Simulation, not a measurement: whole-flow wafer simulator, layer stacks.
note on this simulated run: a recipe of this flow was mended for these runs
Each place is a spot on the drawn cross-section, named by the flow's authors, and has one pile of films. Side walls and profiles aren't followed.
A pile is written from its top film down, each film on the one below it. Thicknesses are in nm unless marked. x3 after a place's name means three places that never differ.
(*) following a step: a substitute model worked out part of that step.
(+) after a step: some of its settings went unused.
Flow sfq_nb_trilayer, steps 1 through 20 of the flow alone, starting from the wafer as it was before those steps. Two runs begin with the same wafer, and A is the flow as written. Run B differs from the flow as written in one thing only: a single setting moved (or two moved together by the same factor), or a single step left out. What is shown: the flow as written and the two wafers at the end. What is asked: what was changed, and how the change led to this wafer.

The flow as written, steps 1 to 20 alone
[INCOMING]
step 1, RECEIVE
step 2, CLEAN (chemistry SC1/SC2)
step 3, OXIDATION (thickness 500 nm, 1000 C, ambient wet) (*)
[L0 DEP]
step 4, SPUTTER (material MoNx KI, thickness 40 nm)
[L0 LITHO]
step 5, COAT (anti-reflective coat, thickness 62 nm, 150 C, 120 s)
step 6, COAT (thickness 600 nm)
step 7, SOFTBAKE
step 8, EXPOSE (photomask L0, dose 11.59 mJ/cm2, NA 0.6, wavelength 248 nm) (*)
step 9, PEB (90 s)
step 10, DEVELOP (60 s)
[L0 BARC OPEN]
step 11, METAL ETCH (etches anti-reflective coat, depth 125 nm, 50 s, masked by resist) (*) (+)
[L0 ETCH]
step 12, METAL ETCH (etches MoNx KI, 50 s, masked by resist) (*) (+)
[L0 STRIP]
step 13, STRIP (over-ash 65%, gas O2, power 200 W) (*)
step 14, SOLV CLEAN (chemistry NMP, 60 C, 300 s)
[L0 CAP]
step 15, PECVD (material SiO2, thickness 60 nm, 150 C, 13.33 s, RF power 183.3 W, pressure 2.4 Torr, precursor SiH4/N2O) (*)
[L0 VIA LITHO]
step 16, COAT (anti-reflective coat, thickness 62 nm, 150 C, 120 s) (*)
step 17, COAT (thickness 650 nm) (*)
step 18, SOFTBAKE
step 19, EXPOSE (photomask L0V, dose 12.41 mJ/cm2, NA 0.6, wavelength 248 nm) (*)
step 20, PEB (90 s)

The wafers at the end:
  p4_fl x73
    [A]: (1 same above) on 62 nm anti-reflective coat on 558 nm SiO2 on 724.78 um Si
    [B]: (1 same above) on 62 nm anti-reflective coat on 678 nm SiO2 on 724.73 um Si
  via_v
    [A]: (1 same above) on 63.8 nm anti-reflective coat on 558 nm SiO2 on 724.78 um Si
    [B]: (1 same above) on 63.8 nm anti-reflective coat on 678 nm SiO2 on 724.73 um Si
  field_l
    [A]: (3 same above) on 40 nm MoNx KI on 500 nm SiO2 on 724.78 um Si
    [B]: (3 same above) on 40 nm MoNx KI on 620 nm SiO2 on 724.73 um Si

Cause: step 3, OXIDATION: thickness 620 nm was run, though the flow has thickness 500 nm.
The wafer itself shows it: field_l has SiO2 620, and step 3 as written asks for 500 nm.

The path from the change to this, step by step:
  step 3, OXIDATION (thickness 500 nm, 1000 C, ambient wet) (*)
      field_l, v_sur, via_wl and 103 more: A SiO2 gains 500 (new film), chemical SiO2 loses 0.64 (all of it), Si loses 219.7 | B SiO2 gains 620 (new film), chemical SiO2 loses 0.64 (all of it), Si loses 272.5
